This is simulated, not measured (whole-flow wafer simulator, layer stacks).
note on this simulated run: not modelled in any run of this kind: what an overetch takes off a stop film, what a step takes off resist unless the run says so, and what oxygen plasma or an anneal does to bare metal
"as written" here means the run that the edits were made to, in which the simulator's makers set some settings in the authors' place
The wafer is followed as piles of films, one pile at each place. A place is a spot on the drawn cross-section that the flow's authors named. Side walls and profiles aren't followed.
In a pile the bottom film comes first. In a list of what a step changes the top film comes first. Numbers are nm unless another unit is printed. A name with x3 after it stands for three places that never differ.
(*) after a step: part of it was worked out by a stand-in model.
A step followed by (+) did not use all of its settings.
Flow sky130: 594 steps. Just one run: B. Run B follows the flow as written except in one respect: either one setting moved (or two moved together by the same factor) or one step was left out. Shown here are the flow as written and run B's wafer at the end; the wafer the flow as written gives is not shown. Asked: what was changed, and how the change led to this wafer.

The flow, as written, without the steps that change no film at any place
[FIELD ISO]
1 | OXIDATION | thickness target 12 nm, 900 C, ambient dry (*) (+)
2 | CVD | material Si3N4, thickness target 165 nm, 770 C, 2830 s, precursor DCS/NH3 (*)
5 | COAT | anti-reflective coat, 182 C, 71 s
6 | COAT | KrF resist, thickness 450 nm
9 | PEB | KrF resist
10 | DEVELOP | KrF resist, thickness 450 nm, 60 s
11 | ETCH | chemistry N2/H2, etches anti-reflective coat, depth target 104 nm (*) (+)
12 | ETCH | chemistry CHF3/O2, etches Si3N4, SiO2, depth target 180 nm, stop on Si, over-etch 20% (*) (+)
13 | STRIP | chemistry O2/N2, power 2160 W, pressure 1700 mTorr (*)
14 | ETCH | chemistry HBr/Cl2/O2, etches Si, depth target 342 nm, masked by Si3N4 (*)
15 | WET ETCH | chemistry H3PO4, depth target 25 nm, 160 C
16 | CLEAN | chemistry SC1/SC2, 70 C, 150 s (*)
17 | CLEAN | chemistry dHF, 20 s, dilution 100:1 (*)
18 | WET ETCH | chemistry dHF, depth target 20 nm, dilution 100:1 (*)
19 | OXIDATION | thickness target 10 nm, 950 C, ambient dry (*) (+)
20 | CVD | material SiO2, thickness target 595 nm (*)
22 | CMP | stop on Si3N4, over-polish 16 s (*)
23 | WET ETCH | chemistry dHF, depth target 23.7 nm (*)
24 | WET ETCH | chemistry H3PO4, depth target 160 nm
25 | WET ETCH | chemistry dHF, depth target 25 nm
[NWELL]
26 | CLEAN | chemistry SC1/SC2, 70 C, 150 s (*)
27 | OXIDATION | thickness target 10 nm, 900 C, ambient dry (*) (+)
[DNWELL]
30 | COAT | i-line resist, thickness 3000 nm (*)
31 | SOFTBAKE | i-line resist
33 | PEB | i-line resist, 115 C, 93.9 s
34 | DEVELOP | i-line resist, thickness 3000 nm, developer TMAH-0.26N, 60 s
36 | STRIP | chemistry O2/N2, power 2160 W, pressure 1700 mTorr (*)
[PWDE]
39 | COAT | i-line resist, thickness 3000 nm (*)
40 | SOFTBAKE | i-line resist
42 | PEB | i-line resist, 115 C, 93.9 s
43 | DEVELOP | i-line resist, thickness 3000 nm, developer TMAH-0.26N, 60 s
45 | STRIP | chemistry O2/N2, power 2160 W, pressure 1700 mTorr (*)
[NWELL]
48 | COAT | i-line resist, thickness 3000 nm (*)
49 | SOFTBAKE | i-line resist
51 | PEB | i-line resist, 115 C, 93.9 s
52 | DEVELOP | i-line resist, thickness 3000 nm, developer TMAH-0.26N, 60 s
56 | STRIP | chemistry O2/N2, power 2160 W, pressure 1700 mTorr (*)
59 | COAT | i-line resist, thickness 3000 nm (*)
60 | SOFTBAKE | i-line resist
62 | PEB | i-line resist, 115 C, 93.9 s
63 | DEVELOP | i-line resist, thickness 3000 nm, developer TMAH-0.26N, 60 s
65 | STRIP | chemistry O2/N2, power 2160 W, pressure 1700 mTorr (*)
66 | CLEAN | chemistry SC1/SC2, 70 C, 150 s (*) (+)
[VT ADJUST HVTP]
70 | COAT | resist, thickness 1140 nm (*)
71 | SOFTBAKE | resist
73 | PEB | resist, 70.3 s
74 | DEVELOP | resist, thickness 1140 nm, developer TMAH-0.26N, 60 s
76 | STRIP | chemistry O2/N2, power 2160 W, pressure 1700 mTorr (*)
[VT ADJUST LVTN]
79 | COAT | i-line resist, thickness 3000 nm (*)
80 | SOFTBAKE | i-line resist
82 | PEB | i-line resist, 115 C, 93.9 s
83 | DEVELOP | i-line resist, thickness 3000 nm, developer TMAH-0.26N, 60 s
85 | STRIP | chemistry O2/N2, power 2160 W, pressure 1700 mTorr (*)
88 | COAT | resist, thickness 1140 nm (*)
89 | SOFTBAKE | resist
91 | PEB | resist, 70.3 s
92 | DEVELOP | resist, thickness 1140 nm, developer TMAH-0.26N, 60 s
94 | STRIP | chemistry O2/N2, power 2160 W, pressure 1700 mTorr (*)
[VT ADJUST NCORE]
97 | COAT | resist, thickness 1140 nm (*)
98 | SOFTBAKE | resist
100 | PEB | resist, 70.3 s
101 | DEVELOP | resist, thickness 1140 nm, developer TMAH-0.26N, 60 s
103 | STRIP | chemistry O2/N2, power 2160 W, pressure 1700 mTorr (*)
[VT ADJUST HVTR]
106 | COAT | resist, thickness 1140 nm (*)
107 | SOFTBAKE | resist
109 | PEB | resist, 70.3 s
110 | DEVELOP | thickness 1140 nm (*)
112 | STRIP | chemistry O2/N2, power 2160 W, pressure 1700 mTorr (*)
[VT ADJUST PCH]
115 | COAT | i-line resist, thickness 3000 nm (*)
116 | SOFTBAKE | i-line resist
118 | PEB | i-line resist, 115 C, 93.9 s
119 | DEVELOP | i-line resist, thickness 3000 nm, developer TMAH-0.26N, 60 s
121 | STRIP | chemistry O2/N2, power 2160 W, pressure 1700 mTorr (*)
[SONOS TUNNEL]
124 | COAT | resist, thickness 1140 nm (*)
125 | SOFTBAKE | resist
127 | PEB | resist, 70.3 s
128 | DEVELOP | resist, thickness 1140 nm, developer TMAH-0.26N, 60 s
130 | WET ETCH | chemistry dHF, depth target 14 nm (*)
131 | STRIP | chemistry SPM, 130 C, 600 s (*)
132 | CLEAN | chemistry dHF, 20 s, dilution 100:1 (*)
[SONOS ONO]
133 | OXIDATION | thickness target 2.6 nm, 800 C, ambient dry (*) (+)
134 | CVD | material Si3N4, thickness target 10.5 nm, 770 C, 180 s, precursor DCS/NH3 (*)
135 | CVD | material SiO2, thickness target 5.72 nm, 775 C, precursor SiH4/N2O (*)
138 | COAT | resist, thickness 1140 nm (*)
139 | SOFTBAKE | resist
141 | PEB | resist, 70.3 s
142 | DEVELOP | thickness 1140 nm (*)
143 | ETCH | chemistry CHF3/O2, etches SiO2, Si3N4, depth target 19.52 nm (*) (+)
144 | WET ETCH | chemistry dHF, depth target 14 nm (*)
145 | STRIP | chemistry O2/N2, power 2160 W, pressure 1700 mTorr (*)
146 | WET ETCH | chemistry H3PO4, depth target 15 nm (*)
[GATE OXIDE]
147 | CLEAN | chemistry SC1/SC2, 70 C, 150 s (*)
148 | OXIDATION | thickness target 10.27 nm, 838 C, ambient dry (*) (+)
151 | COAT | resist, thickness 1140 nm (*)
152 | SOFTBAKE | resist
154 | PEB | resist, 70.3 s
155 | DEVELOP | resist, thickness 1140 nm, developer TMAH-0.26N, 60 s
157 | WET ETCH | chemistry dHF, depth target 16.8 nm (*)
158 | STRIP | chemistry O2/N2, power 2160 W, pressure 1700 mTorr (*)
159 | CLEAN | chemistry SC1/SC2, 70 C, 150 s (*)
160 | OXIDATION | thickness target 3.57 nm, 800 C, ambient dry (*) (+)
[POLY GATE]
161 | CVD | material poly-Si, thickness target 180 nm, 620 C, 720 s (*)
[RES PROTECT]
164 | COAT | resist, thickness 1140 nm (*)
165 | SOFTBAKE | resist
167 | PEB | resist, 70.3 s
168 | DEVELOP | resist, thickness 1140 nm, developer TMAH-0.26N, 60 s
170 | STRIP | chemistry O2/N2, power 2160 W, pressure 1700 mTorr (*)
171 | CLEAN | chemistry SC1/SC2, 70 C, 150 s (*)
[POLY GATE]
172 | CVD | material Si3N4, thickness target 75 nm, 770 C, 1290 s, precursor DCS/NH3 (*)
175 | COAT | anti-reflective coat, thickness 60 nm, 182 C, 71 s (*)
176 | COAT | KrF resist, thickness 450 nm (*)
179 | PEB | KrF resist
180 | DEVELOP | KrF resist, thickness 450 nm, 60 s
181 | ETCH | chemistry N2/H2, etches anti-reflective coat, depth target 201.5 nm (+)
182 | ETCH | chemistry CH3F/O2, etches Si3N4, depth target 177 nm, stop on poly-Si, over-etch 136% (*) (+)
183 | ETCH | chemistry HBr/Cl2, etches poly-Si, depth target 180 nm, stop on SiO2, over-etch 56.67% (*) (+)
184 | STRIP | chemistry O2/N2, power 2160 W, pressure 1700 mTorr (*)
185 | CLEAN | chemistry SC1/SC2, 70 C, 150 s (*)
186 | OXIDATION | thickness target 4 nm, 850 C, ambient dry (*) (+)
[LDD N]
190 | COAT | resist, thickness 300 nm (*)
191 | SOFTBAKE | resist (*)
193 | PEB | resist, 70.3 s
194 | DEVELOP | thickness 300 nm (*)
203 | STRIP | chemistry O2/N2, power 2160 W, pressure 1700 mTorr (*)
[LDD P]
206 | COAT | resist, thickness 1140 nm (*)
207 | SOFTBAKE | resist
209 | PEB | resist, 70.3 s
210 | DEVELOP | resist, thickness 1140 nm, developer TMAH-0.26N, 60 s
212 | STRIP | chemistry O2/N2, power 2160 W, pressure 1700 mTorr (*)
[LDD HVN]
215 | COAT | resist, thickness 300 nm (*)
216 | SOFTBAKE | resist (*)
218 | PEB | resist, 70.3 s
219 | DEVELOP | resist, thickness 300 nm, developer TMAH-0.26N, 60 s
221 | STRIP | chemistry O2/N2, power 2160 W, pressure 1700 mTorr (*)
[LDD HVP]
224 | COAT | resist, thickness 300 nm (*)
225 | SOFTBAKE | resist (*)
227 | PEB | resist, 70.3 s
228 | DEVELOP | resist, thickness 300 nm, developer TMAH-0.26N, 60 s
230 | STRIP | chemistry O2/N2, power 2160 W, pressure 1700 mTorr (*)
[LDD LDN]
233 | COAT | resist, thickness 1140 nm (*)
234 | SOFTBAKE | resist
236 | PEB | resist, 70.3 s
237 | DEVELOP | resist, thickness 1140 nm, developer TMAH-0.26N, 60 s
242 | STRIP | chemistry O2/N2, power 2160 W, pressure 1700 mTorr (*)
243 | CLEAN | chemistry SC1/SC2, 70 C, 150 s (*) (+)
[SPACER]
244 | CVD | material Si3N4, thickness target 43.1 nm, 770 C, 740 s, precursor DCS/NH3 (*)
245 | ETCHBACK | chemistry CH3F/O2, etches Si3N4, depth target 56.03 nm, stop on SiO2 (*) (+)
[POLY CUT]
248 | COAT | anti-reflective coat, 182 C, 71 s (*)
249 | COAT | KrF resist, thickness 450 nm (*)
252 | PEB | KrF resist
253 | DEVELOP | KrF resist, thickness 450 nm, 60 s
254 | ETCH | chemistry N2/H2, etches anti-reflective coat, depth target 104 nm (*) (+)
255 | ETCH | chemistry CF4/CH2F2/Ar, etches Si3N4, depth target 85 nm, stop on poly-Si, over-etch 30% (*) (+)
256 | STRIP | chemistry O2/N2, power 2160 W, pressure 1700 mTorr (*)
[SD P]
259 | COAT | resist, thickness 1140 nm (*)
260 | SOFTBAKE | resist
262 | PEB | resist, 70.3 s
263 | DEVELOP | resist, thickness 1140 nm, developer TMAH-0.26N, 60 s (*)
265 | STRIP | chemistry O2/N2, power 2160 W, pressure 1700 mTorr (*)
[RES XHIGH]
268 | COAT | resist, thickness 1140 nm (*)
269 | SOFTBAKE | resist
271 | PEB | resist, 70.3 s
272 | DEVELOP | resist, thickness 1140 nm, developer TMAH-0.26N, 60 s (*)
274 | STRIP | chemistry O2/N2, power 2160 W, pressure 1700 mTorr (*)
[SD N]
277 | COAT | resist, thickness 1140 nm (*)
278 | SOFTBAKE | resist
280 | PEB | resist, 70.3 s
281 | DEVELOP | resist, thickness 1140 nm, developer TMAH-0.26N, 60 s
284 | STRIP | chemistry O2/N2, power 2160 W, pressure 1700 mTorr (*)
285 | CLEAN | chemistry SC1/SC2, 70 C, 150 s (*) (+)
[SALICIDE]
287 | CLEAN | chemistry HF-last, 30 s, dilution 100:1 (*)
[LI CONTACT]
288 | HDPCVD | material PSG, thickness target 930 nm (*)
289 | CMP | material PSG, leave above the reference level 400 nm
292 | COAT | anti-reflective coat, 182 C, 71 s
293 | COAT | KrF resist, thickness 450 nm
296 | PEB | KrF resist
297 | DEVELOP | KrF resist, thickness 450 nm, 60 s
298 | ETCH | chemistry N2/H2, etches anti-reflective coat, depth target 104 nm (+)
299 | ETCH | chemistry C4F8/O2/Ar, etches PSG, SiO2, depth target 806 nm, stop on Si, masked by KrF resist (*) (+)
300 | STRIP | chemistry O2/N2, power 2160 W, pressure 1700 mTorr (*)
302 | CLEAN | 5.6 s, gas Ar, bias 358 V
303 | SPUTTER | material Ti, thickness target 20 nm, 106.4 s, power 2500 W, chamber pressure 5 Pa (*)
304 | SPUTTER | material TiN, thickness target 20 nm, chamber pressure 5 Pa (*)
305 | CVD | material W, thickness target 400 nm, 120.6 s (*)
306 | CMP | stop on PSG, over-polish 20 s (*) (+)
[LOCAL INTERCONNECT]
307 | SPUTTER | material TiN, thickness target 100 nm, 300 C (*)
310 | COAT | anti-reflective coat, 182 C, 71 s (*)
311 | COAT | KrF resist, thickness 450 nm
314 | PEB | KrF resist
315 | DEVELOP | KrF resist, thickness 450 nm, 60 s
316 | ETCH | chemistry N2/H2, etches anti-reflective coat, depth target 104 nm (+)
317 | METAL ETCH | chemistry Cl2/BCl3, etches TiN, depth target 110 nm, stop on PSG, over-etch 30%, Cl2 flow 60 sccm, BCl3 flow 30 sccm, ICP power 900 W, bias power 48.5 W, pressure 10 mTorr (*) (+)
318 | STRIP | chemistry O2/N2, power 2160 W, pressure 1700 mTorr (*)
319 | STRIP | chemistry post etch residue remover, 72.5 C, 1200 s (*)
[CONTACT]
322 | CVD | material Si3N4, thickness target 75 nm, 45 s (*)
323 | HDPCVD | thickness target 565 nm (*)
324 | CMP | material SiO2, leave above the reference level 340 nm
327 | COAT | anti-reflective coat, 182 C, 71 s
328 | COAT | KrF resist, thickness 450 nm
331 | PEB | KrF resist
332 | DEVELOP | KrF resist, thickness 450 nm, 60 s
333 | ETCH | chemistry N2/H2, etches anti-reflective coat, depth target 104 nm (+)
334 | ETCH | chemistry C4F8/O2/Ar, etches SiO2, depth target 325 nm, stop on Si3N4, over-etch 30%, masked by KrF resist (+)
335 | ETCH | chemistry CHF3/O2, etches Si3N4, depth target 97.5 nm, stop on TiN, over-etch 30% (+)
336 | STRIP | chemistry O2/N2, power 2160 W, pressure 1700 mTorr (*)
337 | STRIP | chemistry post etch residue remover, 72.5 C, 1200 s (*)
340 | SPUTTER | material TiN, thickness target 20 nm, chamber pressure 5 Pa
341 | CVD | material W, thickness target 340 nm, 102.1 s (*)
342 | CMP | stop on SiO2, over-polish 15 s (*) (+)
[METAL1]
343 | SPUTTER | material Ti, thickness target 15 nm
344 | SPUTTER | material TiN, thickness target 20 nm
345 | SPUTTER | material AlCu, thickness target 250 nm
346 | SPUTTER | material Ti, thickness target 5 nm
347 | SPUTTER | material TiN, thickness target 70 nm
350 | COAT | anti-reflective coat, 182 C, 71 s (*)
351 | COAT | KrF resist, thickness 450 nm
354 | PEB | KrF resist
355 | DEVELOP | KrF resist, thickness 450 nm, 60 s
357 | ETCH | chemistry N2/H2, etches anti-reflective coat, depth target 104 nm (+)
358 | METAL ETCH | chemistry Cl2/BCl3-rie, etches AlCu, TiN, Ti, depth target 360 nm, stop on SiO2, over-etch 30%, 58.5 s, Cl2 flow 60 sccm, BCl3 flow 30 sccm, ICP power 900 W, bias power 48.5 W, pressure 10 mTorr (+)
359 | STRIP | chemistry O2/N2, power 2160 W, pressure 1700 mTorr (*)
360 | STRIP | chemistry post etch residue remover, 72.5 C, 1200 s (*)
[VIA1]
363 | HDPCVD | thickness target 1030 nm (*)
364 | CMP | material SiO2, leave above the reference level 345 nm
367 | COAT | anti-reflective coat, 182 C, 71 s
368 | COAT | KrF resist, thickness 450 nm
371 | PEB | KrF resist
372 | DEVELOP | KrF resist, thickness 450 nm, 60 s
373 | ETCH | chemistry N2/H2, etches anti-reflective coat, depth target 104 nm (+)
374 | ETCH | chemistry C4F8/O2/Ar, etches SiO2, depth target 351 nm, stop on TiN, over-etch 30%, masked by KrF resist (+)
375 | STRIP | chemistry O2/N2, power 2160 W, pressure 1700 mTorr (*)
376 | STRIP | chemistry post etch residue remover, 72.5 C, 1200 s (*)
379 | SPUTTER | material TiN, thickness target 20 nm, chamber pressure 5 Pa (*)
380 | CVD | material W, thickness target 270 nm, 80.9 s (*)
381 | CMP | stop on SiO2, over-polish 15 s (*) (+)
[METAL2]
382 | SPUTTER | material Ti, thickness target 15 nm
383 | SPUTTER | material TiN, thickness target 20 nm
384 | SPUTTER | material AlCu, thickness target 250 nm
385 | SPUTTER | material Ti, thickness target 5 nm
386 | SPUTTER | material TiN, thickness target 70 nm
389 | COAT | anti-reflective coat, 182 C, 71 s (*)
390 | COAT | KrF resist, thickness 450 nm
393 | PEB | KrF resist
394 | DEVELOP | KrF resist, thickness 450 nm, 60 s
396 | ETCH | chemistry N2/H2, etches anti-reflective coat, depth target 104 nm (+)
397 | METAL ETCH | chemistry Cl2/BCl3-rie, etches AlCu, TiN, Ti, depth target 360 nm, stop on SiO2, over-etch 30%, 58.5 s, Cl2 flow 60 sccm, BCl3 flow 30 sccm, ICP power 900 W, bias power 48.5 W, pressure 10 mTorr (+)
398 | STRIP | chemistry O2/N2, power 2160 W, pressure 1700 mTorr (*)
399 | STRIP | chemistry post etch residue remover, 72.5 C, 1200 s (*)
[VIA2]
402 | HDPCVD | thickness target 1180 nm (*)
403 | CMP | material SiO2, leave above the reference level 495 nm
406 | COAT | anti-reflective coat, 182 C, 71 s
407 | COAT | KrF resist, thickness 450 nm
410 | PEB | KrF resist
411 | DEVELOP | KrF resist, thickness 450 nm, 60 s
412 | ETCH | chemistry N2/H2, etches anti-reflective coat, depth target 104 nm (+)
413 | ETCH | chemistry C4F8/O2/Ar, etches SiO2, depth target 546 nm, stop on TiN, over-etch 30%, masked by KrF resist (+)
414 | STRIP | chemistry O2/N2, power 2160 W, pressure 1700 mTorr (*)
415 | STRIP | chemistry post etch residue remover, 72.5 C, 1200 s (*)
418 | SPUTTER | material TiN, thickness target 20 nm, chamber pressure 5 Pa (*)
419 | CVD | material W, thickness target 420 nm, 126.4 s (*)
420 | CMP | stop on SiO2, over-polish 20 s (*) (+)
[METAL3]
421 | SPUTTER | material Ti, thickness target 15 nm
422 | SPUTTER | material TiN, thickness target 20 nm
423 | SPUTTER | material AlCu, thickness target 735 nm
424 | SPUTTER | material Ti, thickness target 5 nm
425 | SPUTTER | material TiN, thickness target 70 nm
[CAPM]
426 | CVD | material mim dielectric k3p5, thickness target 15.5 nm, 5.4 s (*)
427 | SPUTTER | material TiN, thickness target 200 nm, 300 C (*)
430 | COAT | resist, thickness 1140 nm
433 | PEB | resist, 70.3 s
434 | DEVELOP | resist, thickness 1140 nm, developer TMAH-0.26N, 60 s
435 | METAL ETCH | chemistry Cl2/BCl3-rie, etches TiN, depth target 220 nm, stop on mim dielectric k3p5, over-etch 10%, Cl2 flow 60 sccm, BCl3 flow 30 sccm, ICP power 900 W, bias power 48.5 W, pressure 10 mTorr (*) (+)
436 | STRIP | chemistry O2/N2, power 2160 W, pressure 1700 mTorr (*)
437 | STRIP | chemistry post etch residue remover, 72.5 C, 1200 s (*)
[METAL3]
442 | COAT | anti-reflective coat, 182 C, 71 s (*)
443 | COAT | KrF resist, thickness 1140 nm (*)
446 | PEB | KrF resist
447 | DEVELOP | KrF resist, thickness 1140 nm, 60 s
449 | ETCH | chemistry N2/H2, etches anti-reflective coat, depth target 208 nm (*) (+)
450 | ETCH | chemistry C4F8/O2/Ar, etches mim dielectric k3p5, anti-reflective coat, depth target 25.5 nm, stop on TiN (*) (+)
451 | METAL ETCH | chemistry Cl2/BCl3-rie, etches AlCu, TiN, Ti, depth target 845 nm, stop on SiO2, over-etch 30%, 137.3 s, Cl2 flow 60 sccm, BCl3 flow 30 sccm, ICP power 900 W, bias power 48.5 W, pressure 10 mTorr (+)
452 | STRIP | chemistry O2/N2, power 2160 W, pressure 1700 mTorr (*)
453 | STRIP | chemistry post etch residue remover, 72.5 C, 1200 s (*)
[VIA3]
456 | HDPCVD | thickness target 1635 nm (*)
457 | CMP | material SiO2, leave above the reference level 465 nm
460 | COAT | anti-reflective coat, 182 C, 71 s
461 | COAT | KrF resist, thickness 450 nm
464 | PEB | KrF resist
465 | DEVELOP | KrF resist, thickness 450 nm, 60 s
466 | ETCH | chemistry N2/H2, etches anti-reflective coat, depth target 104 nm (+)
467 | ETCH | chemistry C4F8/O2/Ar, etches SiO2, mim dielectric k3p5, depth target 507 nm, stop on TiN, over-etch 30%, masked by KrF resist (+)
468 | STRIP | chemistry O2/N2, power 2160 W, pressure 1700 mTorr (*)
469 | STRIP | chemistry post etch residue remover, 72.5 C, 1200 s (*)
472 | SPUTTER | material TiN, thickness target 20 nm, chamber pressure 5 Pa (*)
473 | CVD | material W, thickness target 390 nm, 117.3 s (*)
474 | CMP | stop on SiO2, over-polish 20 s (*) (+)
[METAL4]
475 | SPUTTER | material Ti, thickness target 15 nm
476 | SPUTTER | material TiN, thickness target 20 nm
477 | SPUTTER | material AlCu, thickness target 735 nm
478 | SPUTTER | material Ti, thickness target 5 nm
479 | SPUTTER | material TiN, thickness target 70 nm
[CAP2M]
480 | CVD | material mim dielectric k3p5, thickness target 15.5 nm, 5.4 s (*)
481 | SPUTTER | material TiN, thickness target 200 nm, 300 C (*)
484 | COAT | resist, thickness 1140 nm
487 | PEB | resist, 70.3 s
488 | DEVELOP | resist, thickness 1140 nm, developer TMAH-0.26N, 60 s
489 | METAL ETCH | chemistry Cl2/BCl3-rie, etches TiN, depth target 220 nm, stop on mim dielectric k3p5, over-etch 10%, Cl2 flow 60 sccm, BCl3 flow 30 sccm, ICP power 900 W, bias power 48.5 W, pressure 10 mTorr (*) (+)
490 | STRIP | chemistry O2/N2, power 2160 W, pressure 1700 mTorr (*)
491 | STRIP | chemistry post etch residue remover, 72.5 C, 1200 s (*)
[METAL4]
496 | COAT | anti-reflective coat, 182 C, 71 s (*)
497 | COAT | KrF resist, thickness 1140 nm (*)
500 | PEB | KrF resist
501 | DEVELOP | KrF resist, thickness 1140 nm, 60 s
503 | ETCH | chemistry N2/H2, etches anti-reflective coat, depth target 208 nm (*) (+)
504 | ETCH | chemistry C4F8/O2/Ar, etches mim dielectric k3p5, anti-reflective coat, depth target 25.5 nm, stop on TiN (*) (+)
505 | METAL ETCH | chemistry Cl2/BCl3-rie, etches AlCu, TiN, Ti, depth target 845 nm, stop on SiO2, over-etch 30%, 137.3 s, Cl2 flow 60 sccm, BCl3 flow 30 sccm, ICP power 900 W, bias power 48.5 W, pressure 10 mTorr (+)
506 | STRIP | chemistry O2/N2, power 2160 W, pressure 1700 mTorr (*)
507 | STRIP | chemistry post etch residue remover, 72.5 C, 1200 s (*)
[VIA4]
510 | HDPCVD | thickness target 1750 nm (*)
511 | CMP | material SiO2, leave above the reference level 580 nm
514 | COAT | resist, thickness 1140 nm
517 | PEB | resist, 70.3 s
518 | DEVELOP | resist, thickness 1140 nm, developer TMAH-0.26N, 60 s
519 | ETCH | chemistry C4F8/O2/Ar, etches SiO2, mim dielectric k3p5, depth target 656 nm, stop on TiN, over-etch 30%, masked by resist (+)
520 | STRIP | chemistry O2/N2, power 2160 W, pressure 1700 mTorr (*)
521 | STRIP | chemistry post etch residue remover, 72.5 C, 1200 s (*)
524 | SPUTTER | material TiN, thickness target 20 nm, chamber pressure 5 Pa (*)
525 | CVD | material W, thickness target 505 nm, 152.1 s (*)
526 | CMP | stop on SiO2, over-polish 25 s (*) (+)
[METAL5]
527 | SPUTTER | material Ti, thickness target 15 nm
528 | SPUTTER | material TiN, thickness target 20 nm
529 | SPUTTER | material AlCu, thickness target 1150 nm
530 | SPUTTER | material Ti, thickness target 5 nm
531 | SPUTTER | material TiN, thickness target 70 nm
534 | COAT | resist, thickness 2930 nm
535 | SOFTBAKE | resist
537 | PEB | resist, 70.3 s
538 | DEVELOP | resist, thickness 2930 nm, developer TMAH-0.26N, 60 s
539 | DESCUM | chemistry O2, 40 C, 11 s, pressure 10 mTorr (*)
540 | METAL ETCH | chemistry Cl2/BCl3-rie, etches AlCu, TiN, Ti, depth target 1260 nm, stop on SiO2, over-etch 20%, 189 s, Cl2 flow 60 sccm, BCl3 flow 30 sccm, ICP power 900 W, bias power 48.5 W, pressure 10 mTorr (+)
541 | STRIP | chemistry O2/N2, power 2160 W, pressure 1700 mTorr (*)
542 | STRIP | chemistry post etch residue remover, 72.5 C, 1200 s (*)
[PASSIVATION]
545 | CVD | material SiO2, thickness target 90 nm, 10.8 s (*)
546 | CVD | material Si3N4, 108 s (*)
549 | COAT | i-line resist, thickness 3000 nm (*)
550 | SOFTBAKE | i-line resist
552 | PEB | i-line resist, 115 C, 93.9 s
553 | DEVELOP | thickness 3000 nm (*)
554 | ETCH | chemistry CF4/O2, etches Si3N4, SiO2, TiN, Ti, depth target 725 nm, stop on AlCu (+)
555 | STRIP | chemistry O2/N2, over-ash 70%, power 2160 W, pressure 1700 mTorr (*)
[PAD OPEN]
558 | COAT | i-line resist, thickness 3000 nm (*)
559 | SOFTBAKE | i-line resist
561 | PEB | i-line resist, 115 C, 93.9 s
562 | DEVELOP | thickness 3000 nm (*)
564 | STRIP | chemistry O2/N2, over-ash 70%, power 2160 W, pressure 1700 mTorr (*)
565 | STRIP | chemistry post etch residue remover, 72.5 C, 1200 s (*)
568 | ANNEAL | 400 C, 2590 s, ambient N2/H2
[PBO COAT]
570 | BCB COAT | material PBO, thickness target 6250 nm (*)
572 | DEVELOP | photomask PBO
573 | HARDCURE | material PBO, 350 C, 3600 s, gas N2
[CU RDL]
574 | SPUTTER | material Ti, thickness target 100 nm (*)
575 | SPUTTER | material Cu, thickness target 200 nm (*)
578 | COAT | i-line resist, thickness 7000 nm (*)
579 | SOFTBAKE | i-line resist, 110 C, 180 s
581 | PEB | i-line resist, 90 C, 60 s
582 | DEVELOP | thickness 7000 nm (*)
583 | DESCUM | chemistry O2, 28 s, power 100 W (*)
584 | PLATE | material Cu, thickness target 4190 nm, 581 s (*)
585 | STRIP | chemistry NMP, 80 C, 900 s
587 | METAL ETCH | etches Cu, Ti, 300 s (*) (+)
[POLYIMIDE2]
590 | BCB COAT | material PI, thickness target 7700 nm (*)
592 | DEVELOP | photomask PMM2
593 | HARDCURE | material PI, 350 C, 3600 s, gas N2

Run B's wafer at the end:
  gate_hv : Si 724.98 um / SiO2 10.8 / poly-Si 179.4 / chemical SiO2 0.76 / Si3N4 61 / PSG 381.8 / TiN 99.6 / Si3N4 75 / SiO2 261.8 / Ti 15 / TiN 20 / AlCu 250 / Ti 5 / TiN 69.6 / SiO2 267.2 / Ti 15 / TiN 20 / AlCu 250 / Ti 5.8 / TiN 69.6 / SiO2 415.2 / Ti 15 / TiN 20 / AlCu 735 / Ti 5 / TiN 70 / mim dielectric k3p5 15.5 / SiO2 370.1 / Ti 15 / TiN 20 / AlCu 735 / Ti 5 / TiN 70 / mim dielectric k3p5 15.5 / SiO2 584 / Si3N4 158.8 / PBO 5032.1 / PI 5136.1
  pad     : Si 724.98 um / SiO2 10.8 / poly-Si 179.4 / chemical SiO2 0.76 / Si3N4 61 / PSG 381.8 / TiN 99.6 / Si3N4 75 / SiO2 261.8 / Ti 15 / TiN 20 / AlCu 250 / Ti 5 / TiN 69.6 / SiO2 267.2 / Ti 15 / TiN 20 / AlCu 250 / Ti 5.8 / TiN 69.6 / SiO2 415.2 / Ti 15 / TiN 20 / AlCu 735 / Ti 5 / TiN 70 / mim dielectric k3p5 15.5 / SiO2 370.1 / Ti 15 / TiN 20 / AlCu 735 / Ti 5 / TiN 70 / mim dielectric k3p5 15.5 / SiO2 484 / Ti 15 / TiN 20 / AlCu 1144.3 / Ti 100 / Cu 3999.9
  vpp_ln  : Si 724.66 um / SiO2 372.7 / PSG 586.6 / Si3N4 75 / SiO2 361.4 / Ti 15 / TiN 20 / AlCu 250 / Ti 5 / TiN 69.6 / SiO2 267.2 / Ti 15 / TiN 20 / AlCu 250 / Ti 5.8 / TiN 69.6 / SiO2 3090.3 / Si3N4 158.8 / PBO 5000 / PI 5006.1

Cause: step 385, SPUTTER: thickness target 5.8 nm was run, whereas the flow has thickness target 5 nm.
The wafer lets one read it off: gate_hv has Ti 5.8, and step 385 as written asks for 5 nm.

The path from the change to this, step by step:
  385 | SPUTTER | material Ti, thickness target 5 nm
      field, active, n_well and 188 more: Ti gains 5.8 (new film) (in the flow as written it would be: Ti gains 5 (new film))
  397 | METAL ETCH | chemistry Cl2/BCl3-rie, etches AlCu, TiN, Ti, depth target 360 nm, stop on SiO2, over-etch 30%, 58.5 s, Cl2 flow 60 sccm, BCl3 flow 30 sccm, ICP power 900 W, bias power 48.5 W, pressure 10 mTorr (+)
      field, active, gate and 82 more: TiN loses 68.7 (all of it), Ti loses 5.8 (all of it), AlCu loses 250 (all of it), TiN loses 20 (all of it), Ti loses 15 (all of it), SiO2 loses 10.9 (in the flow as written it would be: TiN loses 68.7 (all of it), Ti loses 5 (all of it), AlCu loses 250 (all of it), TiN loses 20 (all of it), Ti loses 15 (all of it), SiO2 loses 10.9)
